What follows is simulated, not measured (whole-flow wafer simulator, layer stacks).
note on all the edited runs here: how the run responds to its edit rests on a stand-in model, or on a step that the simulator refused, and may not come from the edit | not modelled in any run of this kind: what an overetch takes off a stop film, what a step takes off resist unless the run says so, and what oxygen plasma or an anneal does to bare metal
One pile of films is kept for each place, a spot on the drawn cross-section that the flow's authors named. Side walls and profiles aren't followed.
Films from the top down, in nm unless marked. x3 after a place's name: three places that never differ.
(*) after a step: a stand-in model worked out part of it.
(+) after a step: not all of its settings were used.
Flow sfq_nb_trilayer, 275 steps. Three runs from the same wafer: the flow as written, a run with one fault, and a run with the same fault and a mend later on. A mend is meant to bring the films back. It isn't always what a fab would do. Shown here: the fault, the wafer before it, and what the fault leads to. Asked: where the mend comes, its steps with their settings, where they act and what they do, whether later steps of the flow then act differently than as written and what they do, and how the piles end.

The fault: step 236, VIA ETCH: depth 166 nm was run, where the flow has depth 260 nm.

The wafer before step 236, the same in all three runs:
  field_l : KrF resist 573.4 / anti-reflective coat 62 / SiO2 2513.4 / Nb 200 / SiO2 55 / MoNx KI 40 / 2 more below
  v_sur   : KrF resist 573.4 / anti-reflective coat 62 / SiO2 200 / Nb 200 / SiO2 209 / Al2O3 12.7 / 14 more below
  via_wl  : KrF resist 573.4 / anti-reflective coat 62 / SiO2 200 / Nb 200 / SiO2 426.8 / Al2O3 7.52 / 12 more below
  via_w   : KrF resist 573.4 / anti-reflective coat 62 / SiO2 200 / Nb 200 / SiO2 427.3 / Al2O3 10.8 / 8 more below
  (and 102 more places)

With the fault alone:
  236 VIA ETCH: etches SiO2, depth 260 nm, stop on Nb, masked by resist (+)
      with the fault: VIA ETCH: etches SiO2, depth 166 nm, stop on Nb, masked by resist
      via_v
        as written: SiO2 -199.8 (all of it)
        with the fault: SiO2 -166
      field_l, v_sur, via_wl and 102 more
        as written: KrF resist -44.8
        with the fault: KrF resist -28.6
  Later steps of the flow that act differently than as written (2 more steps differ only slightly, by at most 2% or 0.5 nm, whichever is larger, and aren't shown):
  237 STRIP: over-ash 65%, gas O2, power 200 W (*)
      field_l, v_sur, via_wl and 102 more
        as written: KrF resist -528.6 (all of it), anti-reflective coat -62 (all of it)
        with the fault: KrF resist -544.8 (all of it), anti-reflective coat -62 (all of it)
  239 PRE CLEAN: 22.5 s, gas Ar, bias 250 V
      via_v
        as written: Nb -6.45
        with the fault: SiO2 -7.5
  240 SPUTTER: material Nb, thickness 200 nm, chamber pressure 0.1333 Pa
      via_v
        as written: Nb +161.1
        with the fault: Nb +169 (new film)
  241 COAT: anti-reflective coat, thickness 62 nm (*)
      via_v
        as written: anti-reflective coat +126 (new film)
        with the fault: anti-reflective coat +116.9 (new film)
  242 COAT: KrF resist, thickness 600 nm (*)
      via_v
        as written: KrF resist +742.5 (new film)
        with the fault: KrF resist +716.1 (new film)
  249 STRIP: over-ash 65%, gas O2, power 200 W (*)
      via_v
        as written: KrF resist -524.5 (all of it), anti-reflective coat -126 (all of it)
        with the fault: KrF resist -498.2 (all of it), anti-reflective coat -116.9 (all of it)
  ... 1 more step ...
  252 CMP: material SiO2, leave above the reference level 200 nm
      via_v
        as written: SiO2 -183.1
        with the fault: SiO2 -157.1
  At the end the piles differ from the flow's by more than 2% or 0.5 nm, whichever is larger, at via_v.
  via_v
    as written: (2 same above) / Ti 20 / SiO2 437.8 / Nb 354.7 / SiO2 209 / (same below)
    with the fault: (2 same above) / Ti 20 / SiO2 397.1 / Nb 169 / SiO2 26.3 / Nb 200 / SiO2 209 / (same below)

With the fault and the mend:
  The mend comes after step 237.
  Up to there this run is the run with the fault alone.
  237a COAT: anti-reflective coat, thickness 62 nm (*) (the flow's step 229 once more)
      p4_fl x3, p4_w1 x9, p4_g1 x2 and 63 more
        anti-reflective coat +62 (new film)
      r_end, moat, field_r and 7 more
        anti-reflective coat +61.8 (new film)
      sp_r, be_r, r_sur, res
        anti-reflective coat +61.7 (new film)
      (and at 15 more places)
  237b COAT: KrF resist, thickness 650 nm (*) (the flow's step 230 once more)
      p4_fl x3, p4_w1 x9, p4_g1 x2 and 63 more
        KrF resist +650 (new film)
      field_r, lsp_l, ln_m5, lsp_m, ln_m6, lsp_r, l0_sur, l0v
        KrF resist +649.6 (new film)
      res, r_end, moat
        KrF resist +649.5 (new film)
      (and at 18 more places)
  237c SOFTBAKE: KrF resist (the flow's step 231 once more)
      changes no film at any place that is followed
  237d EXPOSE: photomask I6, dose 11.91 mJ/cm2, NA 0.6, wavelength 248 nm (*) (the flow's step 232 once more)
      changes no film at any place that is followed
  237e PEB: KrF resist, 90 s (the flow's step 233 once more)
      c5j, ce_r, sp_r and 90 more
        KrF resist -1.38
      field_l, v_sur, via_wl and 7 more
        KrF resist -1.37
      via_wr, be
        KrF resist -1.36
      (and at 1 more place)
  237f DEVELOP: KrF resist, thickness 650 nm, 60 s (the flow's step 234 once more)
      field_l, v_sur, via_wl and 102 more
        KrF resist -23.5
      via_v
        KrF resist -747 (all of it)
  237g VIA ETCH: etches anti-reflective coat, depth 125 nm, masked by resist (+) (the flow's step 235 once more)
      field_l, v_sur, via_wl and 102 more
        KrF resist -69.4
      via_v
        anti-reflective coat -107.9 (all of it)
  237h VIA ETCH: etches SiO2, depth 94 nm, stop on Nb, masked by resist (+) (the flow's step 236 once more, with other settings)
      field_l, v_sur, via_wl and 102 more
        KrF resist -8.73
      via_v
        SiO2 -33.8 (all of it)
  237i STRIP: over-ash 65%, gas O2, power 200 W (*) (the flow's step 237 once more)
      p4_fl x3, p4_w1 x9, p4_g1 x2 and 63 more
        KrF resist -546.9 (all of it), anti-reflective coat -62 (all of it)
      moat, field_r, lsp_l, ln_m5, l0v
        KrF resist -546.5 (all of it), anti-reflective coat -61.8 (all of it)
      lsp_m, ln_m6, lsp_r, l0_sur
        KrF resist -546.6 (all of it), anti-reflective coat -61.8 (all of it)
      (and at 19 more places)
  No later step of the flow acts differently than as written at any place that is followed.
  At the end the piles are the same as the flow's at every place that both follow.
